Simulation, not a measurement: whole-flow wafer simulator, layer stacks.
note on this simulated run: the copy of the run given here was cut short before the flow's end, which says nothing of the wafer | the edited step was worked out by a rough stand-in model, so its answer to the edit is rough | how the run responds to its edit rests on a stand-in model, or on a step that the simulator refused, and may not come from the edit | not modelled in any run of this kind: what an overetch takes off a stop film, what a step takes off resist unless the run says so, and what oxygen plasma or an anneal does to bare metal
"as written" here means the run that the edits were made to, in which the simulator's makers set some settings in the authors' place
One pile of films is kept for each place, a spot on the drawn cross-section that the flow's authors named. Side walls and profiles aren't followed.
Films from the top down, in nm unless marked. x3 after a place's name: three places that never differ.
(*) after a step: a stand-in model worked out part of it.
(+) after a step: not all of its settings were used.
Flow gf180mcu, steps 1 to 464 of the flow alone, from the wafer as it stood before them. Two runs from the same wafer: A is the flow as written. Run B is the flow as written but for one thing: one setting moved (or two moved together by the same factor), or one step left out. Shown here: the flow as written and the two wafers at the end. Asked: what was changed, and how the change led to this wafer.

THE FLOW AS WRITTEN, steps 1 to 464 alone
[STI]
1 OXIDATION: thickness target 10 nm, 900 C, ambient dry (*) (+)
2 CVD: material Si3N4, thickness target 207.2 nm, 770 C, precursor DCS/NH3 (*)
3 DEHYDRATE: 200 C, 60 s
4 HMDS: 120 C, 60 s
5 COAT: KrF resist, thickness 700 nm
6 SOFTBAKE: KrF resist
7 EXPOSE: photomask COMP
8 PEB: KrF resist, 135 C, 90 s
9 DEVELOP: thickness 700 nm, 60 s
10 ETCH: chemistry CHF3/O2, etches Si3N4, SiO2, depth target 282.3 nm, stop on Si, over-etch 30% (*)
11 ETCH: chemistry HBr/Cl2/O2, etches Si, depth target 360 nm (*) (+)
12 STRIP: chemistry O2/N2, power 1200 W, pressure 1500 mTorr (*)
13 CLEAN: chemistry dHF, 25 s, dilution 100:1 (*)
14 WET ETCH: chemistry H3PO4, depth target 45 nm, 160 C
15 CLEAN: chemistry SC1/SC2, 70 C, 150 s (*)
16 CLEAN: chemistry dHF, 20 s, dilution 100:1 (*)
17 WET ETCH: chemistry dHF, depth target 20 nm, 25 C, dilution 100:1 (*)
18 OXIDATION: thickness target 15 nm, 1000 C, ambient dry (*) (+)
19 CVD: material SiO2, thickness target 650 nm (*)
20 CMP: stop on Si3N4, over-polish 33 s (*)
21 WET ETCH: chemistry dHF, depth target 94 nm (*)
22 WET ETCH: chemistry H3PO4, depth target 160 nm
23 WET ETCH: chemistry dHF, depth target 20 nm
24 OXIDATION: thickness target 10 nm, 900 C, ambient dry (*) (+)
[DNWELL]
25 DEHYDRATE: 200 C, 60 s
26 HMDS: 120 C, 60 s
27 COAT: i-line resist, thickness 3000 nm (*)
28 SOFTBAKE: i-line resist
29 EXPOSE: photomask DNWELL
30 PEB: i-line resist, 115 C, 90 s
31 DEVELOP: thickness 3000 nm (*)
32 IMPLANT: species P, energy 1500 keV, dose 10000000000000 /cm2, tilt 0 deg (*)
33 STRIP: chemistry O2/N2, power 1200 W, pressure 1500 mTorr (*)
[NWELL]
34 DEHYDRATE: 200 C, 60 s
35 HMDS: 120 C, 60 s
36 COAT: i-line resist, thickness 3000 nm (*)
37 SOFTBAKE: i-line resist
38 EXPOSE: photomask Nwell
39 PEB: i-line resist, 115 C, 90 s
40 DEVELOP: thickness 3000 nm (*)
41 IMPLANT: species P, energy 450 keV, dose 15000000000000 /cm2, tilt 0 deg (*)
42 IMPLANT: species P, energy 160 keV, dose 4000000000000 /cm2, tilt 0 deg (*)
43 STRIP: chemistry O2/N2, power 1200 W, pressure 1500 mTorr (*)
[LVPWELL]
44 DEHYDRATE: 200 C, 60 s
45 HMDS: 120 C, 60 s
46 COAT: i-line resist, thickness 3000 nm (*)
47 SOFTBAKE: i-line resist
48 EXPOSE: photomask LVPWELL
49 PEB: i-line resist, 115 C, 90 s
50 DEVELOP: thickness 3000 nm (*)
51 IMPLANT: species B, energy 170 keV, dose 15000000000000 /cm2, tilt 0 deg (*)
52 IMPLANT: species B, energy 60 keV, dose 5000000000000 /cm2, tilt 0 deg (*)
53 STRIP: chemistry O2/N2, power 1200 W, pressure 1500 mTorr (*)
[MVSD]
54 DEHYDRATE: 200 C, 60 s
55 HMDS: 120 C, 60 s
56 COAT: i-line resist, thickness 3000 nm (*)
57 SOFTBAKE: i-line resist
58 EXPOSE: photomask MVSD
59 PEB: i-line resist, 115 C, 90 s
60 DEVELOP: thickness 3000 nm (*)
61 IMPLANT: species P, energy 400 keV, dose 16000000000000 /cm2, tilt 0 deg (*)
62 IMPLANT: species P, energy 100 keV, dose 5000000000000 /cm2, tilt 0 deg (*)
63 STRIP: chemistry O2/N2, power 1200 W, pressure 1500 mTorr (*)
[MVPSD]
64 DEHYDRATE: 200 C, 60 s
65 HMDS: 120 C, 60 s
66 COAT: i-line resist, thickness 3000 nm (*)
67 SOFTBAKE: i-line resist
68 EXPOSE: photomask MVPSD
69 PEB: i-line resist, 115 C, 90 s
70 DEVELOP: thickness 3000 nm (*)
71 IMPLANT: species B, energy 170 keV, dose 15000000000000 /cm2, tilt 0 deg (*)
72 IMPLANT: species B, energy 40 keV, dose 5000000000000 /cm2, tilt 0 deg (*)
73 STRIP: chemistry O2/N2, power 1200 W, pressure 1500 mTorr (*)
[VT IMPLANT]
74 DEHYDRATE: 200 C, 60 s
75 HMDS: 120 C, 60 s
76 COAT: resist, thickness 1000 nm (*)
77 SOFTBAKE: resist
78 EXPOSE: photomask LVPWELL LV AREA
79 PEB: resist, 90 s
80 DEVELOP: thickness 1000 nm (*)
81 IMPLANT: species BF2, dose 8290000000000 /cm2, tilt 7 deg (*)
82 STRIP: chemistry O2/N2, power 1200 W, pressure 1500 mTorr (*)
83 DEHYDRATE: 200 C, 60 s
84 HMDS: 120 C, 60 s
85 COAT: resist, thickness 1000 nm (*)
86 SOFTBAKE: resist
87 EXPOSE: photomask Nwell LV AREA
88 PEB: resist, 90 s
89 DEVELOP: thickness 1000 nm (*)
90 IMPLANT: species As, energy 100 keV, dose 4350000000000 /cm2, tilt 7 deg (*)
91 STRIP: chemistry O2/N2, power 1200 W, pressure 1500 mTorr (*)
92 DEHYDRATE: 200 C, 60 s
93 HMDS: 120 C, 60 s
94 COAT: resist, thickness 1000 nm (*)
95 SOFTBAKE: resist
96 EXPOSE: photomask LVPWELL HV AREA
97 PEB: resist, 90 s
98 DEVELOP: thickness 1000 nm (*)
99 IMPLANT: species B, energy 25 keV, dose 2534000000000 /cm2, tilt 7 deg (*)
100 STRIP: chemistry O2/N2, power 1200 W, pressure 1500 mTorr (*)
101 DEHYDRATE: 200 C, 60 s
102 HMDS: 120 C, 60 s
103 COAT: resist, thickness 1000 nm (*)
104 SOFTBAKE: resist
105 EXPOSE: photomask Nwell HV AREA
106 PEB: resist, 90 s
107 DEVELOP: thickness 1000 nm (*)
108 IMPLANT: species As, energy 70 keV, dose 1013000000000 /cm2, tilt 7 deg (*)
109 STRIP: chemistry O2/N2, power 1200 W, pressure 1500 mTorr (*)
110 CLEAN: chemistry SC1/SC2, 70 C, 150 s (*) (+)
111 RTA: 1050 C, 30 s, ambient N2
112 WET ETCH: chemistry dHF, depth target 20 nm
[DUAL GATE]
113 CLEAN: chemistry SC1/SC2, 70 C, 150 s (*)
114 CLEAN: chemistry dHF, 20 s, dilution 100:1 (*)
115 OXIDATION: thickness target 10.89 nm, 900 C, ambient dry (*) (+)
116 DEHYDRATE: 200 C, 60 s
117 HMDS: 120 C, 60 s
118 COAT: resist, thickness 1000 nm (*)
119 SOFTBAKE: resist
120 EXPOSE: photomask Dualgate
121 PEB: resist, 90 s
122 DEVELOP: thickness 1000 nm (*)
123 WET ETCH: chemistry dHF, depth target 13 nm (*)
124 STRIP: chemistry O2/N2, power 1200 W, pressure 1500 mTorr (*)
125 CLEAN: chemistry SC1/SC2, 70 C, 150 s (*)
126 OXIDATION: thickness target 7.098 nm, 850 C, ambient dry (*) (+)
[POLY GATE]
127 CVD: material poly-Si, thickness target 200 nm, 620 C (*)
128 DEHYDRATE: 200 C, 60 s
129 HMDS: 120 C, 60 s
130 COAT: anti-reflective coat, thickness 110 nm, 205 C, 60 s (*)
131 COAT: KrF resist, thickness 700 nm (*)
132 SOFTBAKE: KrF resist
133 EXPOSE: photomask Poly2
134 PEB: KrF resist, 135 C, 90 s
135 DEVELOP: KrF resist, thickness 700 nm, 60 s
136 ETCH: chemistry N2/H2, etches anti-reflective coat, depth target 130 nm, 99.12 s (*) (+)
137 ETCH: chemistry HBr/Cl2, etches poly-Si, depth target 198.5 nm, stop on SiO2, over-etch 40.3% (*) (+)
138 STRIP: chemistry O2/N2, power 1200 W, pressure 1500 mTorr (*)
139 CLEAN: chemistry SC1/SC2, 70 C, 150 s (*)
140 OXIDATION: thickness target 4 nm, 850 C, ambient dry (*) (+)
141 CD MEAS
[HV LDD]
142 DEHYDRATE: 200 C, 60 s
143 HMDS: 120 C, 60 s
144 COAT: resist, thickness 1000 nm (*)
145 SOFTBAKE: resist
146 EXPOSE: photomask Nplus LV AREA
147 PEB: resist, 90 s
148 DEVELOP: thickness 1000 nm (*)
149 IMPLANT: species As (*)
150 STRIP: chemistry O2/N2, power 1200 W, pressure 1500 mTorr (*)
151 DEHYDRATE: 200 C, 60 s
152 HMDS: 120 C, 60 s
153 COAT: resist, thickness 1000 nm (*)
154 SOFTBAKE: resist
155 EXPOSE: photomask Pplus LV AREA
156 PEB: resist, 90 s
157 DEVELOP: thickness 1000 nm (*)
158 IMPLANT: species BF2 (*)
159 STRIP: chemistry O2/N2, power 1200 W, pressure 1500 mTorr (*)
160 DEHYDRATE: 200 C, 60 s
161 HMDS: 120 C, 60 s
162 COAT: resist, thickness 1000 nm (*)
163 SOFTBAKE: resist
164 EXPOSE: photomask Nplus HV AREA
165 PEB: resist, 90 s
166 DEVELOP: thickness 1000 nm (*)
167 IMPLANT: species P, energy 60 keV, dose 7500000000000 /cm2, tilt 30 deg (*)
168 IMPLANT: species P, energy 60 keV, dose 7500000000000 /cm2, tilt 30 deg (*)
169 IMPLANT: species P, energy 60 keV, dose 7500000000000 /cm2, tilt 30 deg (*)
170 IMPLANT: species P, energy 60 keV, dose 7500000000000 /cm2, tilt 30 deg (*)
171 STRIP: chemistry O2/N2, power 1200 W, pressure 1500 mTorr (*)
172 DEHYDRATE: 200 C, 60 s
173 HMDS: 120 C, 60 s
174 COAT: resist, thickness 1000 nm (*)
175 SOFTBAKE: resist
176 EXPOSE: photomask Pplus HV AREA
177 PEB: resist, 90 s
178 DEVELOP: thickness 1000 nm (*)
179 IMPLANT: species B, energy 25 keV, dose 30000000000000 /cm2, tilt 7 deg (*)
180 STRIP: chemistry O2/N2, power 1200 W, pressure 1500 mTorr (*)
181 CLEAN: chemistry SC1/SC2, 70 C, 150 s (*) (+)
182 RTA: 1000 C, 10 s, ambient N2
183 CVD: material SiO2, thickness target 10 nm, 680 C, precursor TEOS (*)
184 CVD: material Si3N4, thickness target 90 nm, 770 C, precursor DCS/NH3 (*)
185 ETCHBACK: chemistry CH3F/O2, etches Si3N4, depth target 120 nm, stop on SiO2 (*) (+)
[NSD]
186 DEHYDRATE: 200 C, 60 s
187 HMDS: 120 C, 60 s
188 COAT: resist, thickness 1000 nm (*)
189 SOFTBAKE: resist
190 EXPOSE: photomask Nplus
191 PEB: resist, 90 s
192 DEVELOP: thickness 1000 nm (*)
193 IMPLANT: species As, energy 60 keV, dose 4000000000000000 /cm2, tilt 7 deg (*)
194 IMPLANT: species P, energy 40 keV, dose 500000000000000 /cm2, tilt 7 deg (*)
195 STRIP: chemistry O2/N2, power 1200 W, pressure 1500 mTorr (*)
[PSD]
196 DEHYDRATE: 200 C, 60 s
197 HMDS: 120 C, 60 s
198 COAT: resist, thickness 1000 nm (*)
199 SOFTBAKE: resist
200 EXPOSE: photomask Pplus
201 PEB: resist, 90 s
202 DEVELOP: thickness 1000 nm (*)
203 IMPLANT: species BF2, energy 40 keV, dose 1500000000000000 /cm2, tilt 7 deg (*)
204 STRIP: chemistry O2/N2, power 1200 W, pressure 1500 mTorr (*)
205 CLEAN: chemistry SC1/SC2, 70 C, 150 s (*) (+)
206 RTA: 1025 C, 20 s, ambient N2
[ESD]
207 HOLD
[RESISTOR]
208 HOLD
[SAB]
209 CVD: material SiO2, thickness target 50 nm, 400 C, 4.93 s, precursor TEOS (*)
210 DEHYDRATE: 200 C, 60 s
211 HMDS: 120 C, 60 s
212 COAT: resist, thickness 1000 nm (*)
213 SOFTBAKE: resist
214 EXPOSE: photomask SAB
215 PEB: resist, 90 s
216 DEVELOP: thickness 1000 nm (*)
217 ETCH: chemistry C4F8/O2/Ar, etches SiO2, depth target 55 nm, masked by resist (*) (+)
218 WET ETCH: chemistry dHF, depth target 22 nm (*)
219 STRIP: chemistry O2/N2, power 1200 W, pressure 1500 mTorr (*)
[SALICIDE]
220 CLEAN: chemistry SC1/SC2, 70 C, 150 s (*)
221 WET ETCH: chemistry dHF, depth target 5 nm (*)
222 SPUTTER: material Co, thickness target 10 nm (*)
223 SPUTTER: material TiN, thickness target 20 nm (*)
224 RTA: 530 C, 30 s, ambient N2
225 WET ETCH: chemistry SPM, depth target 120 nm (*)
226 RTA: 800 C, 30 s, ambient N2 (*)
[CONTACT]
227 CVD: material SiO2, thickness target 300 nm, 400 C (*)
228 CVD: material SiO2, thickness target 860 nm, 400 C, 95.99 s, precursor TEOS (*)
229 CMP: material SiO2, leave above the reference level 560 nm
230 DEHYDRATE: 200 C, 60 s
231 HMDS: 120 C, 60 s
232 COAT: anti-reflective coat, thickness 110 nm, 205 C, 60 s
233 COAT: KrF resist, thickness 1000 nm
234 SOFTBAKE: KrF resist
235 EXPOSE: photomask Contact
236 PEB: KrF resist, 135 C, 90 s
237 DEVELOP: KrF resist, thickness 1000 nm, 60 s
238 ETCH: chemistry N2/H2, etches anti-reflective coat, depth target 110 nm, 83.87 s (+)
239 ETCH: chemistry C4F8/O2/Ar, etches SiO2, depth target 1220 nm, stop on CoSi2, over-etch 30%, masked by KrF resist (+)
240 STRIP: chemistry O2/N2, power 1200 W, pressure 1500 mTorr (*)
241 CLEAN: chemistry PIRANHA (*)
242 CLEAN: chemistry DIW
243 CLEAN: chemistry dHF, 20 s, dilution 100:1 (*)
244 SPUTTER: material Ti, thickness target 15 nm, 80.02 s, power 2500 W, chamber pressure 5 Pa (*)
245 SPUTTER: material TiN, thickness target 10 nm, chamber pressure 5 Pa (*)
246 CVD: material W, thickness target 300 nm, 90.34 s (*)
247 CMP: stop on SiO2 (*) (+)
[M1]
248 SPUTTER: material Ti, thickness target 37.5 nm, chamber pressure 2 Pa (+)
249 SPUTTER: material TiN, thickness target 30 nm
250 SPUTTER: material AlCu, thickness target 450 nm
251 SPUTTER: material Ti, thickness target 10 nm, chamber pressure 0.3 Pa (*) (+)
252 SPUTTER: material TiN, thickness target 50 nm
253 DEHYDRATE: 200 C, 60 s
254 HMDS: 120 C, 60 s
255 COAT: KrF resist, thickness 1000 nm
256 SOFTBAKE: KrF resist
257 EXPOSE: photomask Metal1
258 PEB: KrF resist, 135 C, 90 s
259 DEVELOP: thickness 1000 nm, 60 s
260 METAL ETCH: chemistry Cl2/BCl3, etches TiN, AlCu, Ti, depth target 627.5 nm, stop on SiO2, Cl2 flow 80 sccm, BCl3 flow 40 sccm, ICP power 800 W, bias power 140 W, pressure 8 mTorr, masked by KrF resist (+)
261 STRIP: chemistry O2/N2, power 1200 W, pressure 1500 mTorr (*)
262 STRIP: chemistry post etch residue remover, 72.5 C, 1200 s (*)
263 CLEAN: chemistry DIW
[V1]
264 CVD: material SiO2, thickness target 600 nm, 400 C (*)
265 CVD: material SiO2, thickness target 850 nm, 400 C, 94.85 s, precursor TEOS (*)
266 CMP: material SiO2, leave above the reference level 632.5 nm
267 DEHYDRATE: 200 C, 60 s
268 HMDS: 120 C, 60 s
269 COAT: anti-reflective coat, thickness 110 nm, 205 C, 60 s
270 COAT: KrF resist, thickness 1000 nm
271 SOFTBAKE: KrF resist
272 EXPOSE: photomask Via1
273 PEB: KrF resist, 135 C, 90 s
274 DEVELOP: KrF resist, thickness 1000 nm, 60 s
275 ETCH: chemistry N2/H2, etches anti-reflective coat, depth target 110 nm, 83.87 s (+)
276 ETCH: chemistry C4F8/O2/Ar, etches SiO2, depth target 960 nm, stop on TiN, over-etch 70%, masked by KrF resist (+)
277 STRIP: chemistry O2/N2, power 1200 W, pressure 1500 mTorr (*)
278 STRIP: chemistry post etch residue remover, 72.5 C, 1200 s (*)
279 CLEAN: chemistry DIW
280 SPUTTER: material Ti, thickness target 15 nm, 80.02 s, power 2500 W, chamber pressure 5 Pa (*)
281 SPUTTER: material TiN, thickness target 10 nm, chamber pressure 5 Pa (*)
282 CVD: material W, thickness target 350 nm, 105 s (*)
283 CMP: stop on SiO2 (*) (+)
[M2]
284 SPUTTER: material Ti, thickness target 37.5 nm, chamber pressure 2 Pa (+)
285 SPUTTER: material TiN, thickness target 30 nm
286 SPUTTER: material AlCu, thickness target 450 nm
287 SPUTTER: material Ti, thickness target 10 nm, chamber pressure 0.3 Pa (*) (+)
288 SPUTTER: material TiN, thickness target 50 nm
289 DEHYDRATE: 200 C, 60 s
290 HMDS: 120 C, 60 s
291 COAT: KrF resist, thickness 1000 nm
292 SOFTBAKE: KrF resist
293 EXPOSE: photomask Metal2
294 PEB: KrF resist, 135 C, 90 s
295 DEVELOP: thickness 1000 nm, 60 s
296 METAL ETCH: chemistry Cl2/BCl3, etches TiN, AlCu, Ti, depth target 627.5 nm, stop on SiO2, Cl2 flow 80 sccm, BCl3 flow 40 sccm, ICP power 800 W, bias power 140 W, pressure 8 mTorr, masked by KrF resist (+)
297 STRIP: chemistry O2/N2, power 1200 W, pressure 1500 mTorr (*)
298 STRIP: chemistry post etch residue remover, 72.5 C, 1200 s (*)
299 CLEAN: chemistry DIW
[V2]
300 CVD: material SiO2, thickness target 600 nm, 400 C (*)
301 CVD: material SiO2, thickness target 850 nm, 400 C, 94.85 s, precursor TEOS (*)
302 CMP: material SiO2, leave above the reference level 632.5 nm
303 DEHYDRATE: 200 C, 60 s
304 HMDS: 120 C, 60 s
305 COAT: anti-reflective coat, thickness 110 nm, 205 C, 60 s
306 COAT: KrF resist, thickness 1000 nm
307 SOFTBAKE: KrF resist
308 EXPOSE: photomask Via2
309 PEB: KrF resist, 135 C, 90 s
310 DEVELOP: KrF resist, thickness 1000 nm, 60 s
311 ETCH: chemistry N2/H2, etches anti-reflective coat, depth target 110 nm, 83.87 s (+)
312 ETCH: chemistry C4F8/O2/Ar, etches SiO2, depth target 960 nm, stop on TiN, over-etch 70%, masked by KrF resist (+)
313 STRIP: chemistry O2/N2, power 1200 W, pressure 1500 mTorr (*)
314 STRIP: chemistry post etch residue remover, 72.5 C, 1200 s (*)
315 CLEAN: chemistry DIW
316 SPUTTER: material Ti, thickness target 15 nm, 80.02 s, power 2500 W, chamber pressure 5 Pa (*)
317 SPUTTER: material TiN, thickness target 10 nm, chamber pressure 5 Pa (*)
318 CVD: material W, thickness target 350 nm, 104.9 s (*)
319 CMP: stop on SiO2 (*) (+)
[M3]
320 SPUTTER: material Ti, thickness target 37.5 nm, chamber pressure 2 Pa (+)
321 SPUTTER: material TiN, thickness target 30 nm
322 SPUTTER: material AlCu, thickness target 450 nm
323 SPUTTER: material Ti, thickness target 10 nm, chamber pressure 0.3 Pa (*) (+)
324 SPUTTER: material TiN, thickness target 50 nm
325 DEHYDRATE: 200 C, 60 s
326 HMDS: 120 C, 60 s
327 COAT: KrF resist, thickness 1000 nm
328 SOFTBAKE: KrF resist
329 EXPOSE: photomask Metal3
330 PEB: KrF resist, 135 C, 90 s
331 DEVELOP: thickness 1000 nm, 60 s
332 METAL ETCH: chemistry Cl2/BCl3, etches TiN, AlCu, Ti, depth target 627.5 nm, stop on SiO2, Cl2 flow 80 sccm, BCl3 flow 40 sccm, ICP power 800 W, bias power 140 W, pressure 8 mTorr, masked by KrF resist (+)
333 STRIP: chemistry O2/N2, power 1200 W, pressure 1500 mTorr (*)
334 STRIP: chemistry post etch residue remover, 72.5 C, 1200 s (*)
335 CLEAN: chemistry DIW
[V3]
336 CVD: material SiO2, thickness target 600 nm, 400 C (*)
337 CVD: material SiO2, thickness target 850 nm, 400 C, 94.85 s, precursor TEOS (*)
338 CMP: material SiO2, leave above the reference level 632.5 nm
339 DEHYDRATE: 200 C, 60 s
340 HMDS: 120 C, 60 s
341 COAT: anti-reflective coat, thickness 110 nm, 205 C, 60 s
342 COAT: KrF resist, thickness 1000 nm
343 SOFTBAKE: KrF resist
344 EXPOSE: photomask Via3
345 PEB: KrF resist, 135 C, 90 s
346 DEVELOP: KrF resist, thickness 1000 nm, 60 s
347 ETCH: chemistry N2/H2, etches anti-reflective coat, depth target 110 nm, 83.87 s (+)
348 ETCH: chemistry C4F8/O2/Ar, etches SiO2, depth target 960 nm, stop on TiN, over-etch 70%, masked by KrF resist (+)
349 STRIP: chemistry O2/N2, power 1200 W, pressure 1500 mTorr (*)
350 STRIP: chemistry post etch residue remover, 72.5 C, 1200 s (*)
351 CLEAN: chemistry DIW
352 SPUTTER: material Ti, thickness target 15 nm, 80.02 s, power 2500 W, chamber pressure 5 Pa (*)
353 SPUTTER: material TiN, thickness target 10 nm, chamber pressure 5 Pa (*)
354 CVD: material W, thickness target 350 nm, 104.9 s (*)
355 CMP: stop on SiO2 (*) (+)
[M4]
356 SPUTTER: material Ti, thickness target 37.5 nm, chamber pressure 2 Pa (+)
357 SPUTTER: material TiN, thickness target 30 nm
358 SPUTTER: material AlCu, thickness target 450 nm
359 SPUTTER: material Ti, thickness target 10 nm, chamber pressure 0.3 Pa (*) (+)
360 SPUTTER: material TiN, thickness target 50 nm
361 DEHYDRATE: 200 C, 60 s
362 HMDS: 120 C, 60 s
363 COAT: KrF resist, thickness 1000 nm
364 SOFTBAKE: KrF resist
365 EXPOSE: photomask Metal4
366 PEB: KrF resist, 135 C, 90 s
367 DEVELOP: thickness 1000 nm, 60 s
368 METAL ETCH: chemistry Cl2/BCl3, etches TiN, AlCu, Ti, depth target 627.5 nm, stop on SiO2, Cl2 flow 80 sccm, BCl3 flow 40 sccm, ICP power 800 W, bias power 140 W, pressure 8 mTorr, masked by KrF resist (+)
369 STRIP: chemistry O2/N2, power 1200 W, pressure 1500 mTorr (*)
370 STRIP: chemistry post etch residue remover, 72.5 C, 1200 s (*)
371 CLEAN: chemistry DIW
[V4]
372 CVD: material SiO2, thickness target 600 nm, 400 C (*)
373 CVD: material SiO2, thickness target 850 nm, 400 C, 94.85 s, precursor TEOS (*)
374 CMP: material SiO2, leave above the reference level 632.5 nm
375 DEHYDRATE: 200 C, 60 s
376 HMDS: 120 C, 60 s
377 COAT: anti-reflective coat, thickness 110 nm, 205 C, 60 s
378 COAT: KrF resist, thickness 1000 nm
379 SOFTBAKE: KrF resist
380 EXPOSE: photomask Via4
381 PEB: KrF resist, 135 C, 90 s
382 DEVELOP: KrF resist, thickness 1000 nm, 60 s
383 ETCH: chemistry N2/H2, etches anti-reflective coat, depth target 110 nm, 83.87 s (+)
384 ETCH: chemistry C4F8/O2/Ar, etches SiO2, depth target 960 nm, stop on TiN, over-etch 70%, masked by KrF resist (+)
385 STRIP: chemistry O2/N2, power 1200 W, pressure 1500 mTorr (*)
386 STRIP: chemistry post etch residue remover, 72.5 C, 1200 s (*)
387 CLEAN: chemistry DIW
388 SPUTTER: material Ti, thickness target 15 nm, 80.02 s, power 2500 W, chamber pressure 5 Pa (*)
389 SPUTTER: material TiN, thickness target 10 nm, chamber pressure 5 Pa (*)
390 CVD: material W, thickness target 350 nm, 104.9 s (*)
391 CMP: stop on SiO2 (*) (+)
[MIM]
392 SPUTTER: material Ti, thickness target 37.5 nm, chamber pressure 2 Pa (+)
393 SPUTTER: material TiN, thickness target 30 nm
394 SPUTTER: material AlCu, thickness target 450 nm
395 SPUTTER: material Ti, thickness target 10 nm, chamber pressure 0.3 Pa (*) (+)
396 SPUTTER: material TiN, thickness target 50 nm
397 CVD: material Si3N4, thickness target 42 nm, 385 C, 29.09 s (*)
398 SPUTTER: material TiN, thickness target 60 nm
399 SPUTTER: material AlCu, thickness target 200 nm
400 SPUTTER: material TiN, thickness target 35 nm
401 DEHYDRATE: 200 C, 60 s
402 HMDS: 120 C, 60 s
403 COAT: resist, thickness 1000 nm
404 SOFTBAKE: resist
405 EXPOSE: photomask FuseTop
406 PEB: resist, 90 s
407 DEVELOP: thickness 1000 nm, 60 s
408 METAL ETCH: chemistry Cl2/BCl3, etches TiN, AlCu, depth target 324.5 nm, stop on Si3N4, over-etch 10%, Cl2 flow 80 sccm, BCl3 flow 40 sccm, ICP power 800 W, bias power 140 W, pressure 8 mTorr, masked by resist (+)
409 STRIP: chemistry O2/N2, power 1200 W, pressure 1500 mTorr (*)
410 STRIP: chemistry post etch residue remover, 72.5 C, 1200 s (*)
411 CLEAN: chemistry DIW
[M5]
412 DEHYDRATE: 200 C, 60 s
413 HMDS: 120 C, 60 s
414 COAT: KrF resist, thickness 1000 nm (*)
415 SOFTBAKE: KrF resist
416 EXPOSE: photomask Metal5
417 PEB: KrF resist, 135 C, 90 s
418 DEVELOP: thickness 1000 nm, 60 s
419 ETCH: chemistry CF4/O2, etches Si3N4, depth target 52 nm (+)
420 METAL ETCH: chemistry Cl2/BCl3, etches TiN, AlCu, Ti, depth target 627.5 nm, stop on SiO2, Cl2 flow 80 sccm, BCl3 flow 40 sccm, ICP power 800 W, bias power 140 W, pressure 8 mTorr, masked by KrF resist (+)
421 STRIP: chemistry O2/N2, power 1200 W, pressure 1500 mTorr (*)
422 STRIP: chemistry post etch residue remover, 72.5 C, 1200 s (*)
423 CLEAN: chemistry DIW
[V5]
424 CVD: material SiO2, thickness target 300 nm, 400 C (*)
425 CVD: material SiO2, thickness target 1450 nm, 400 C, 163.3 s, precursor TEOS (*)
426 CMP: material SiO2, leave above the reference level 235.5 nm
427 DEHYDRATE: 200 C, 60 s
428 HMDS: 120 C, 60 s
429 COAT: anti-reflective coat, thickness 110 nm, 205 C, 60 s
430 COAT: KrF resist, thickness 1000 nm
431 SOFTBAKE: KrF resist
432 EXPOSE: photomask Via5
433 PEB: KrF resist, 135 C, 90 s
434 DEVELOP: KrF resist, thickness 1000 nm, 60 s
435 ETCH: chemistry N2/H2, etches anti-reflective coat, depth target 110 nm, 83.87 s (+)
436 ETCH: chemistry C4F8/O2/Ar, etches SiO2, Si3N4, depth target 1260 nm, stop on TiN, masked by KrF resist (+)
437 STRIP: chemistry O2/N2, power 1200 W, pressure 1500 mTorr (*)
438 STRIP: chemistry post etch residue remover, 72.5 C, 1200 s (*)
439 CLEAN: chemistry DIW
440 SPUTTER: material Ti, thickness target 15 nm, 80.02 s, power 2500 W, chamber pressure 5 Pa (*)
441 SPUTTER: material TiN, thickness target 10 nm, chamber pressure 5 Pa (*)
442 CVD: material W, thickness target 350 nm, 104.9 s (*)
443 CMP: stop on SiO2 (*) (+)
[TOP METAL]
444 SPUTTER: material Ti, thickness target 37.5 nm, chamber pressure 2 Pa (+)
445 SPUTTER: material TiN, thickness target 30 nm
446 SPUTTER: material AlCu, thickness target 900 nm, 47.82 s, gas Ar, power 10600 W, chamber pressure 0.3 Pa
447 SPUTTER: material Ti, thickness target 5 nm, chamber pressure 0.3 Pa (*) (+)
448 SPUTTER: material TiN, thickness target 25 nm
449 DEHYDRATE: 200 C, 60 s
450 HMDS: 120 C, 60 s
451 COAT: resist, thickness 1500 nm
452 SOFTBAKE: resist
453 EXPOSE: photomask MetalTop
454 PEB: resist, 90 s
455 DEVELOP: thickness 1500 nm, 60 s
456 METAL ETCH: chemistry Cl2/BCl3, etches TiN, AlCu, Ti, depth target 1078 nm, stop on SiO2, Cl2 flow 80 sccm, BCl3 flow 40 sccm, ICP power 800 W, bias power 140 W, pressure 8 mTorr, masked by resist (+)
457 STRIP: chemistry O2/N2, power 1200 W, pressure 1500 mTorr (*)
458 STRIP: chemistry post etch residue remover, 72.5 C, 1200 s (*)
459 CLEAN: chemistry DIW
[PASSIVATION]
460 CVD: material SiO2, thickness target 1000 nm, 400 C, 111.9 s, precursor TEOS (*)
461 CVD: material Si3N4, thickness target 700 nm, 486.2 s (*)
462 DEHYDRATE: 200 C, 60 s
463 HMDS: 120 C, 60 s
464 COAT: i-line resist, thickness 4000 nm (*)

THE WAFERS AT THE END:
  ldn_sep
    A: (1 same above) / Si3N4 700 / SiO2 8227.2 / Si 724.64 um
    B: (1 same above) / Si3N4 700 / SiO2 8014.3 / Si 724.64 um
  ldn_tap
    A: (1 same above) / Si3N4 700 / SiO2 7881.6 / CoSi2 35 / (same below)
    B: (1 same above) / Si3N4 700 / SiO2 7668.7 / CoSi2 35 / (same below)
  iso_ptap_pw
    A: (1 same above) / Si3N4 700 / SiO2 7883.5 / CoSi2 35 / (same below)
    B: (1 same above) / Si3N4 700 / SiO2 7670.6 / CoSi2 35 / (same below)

The cause: step 460, CVD: 435 C was run, where the flow has 400 C.

How the change led to this, step by step:
  460 CVD: material SiO2, thickness target 1000 nm, 400 C, 111.9 s, precursor TEOS (*)
      field, field__w1, field__w2 and 103 more: A SiO2 +1000 | B SiO2 +787
      field__w8, contact, m1, m1__w1, pad, m1_nw: A SiO2 +1000 (new film) | B SiO2 +787 (new film)
